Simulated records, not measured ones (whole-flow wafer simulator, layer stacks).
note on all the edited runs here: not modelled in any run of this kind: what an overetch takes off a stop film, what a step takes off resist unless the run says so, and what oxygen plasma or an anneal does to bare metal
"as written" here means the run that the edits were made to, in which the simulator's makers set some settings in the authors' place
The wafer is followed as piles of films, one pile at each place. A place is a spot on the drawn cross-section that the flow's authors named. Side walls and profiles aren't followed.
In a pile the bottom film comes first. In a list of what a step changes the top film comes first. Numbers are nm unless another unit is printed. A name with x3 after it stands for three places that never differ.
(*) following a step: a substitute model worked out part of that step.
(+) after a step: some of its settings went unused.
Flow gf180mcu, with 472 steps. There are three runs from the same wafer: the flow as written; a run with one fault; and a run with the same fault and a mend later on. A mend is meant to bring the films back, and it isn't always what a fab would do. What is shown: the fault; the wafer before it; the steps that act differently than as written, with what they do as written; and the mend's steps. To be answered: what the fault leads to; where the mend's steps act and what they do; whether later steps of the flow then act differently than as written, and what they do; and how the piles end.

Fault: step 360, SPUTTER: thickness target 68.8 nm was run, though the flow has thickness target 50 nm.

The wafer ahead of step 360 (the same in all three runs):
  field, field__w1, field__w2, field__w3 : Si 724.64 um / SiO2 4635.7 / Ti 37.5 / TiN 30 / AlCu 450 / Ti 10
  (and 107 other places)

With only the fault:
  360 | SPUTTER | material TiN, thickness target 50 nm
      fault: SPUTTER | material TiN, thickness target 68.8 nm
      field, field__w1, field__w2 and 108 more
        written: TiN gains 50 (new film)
        fault: TiN gains 68.8 (new film)
  Later steps of the flow acting differently than as written (not shown: 3 more steps that differ only slightly, by at most 2% or 0.5 nm, whichever is larger):
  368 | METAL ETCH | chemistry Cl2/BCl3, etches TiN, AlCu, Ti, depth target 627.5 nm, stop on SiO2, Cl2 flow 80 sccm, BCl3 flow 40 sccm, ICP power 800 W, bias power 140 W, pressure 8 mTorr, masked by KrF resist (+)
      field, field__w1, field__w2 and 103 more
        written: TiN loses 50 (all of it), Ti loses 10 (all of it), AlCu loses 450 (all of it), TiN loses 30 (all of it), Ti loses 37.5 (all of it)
        fault: TiN loses 68.8 (all of it), Ti loses 10 (all of it), AlCu loses 450 (all of it), TiN loses 30 (all of it), Ti loses 37.5 (all of it)
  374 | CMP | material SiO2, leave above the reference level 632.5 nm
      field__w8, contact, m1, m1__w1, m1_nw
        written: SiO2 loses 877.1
        fault: SiO2 loses 895.9
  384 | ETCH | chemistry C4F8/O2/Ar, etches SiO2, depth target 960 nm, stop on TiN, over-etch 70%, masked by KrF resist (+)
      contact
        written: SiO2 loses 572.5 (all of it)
        fault: SiO2 loses 553.7 (all of it)
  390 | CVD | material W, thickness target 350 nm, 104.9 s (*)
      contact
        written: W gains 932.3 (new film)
        fault: W gains 913.3 (new film)
  The piles end different from the flow's at field__w8, contact, m1, m1__w1, m1_nw by more than 2% or 0.5 nm, whichever is larger.
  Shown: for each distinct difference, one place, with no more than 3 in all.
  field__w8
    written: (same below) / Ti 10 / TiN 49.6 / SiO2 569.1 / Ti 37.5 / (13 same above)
    fault: (same below) / Ti 10 / TiN 68.4 / SiO2 550.3 / Ti 37.5 / (13 same above)
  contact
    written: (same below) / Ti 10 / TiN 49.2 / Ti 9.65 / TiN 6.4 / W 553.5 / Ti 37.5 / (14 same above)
    fault: (same below) / Ti 10 / TiN 68 / Ti 9.76 / TiN 6.47 / W 534.5 / Ti 37.5 / (14 same above)

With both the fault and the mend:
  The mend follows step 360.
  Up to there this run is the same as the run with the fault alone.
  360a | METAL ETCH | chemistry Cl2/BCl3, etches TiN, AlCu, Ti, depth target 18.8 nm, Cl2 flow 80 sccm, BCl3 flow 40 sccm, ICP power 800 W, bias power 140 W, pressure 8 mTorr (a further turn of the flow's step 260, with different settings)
      field, field__w1, field__w2 and 108 more
        TiN loses 18.8
  Every later step of the flow that is run acts as written at every place that is followed.
  At every place that both follow, the piles at the end match the flow's.
